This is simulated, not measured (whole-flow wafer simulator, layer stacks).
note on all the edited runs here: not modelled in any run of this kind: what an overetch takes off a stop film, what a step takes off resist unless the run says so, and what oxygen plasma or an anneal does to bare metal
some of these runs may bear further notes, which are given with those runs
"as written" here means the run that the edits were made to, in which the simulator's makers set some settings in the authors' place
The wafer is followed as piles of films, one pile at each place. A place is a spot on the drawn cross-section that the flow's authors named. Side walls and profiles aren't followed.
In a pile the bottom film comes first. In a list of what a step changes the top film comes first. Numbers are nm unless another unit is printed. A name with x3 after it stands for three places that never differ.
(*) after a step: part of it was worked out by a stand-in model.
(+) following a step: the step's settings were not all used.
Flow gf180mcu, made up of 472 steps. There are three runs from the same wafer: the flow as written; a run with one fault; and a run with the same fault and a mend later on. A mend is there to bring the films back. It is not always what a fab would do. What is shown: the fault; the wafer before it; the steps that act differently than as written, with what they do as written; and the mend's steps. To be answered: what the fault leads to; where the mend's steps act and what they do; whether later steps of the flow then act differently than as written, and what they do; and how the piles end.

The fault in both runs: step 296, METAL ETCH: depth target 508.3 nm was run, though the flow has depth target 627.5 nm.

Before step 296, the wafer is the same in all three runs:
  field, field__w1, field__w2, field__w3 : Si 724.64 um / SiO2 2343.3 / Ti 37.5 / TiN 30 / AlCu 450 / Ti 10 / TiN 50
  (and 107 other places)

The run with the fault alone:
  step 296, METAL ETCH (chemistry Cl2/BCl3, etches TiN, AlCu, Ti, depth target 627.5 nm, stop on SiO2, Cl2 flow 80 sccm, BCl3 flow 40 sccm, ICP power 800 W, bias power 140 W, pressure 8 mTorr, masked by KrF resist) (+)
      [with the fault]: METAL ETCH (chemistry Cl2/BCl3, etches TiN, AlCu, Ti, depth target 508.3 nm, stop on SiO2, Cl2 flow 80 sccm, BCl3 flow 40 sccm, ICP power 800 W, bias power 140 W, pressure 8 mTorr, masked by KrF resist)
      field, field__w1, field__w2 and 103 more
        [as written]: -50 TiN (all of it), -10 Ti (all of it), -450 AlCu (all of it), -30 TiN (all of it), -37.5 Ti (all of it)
        [with the fault]: -50 TiN (all of it), -10 Ti (all of it), -448.3 AlCu
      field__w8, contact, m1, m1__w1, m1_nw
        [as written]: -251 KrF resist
        [with the fault]: -203.3 KrF resist
  Steps later in the flow that act otherwise than as written:
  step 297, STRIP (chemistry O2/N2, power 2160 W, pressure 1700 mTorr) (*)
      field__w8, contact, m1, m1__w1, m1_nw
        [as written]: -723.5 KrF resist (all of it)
        [with the fault]: -771.2 KrF resist (all of it)
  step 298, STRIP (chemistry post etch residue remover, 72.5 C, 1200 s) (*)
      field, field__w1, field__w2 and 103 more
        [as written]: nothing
        [with the fault]: -1.7 AlCu (all of it), -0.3 TiN
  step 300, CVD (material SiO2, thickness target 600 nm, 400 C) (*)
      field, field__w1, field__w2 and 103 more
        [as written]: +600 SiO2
        [with the fault]: +600 SiO2 (new film)
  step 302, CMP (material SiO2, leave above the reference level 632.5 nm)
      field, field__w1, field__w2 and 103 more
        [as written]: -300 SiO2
        [with the fault]: -367.2 SiO2
  By the end, the piles at field, field__w1, field__w2 and 104 more depart from the flow's by more than 2% or 0.5 nm, whichever is larger.
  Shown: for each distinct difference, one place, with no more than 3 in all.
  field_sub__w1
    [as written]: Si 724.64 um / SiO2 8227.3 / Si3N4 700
    [with the fault]: Si 724.64 um / SiO2 2343.2 / Ti 37.5 / TiN 29.7 / SiO2 5816.8 / Si3N4 700
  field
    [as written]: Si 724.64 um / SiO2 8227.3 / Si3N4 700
    [with the fault]: Si 724.64 um / SiO2 2343.3 / Ti 37.5 / TiN 29.7 / SiO2 5816.8 / Si3N4 700
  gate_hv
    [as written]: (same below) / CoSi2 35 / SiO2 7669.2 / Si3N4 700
    [with the fault]: (same below) / CoSi2 35 / SiO2 1785.1 / Ti 37.5 / TiN 29.7 / SiO2 5816.8 / Si3N4 700

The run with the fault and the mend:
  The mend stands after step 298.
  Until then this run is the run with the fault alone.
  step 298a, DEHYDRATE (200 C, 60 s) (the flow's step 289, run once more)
      leaves every film unchanged at each place that is followed
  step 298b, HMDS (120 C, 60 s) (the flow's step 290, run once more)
      leaves every film unchanged at each place that is followed
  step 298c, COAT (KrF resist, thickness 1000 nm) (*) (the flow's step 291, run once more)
      iso_ptap_pw, iso_ntap_nw, iso_nw_fld and 33 more
        +1000 KrF resist (new film)
      field_sub, field_sub__w1, field_sub__w2 and 10 more
        +1002.9 KrF resist (new film)
      field__w11, field__w13, p_well and 7 more
        +1003.3 KrF resist (new film)
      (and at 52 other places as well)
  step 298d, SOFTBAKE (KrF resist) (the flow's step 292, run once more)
      leaves every film unchanged at each place that is followed
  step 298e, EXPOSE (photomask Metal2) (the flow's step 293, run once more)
      leaves every film unchanged at each place that is followed
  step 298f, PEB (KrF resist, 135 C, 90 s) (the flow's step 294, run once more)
      field__w1, field__w2, field__w3 and 55 more
        -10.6 KrF resist
      iso_ptap_pw, iso_ntap_nw, iso_nw_fld and 33 more
        -10.5 KrF resist
      gate_hv, sd_p, nw_enc_fld_lv__w3, polyc_n, polyc_n_rim
        -10.7 KrF resist
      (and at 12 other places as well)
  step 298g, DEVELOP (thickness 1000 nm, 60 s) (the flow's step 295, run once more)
      iso_ptap_pw, iso_ntap_nw, iso_nw_fld and 33 more
        -989.5 KrF resist (all of it)
      field_sub, field_sub__w1, field_sub__w2 and 8 more
        -992.3 KrF resist (all of it)
      p_well, sti, spacer and 6 more
        -992.7 KrF resist (all of it)
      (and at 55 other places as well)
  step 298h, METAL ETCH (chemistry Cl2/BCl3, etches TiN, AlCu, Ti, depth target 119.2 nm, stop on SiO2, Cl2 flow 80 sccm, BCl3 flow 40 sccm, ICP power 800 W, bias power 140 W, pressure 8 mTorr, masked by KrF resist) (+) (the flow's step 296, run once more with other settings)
      field, field__w1, field__w2 and 103 more
        -29.7 TiN (all of it), -37.5 Ti (all of it)
      field__w8, contact, m1, m1__w1, m1_nw
        -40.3 KrF resist
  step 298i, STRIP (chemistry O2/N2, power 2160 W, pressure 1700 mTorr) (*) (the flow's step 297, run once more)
      field__w8
        -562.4 KrF resist (all of it)
      contact
        -560.3 KrF resist (all of it)
      m1
        -563.4 KrF resist (all of it)
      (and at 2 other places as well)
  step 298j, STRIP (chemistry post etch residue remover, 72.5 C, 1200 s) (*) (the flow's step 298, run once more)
      field__w8, contact, m1, m1__w1, m1_nw
        -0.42 TiN
  Every later step of the flow that is run acts as written, at every place that is followed, to within 2% or 0.5 nm, whichever is larger.
  The piles end only slightly different from the flow's at the places that both follow, by no more than 2% or 0.5 nm, whichever is larger.
